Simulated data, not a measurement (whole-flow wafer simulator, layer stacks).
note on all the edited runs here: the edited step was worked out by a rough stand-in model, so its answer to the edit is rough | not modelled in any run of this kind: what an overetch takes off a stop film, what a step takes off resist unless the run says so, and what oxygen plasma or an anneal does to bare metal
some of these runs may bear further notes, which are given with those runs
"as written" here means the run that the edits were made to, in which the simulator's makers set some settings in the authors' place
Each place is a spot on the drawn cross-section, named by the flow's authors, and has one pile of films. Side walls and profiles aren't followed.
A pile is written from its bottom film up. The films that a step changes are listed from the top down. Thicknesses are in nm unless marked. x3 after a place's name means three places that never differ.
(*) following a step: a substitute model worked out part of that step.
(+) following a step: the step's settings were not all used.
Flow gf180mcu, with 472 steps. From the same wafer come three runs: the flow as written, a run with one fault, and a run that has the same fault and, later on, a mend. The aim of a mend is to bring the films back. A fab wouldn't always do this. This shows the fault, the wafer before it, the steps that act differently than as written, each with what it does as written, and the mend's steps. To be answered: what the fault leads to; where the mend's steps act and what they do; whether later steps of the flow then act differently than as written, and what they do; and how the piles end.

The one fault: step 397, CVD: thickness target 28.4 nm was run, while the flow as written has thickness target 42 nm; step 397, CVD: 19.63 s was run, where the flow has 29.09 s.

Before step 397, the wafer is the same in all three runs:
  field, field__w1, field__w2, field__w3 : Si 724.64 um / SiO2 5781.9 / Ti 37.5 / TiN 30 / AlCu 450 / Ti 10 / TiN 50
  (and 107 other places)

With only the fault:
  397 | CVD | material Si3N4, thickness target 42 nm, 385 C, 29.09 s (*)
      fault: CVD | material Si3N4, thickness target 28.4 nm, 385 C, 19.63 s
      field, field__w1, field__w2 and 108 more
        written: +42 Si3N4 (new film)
        fault: +28.4 Si3N4 (new film)
  Steps further on in the flow that do not act as written (6 other steps are not shown; they differ only slightly, by no more than 2% or 0.5 nm, whichever is larger):
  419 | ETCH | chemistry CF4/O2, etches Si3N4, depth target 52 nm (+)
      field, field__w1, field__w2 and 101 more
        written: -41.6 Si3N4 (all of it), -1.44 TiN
        fault: -28 Si3N4 (all of it), -1.95 TiN
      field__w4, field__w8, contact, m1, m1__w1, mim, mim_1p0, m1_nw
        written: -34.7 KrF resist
        fault: -28 KrF resist
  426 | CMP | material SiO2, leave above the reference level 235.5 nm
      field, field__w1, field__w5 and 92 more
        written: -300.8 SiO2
        fault: -314.5 SiO2
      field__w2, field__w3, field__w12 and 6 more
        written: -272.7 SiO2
        fault: -286.9 SiO2
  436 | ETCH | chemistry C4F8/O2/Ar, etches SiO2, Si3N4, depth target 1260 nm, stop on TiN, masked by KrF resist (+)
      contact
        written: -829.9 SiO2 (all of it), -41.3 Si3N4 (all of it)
        fault: -829.9 SiO2 (all of it), -27.7 Si3N4 (all of it)
  The piles end different from the flow's at field__w4, field__w8, m1, m1__w1, mim, mim_1p0, m1_nw by more than 2% or 0.5 nm, whichever is larger.
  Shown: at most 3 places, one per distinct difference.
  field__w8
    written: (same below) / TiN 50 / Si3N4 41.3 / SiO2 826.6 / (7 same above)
    fault: (same below) / TiN 50 / Si3N4 27.7 / SiO2 826.6 / (7 same above)
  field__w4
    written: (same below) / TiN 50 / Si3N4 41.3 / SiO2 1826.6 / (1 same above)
    fault: (same below) / TiN 50 / Si3N4 27.7 / SiO2 1826.6 / (1 same above)
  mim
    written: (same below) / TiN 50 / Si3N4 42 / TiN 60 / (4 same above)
    fault: (same below) / TiN 50 / Si3N4 28.4 / TiN 60 / (4 same above)

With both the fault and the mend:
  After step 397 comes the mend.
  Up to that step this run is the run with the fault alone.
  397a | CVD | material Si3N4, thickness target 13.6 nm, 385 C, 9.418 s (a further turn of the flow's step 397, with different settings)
      field, field__w1, field__w2 and 108 more
        +13.6 Si3N4
  None of the later steps of the flow differs from how it acts as written, at any place that is followed, by more than 2% or 0.5 nm, whichever is larger.
  At the end the piles are close to the flow's at the places that both follow, differing by at most 2% or 0.5 nm, whichever is larger.
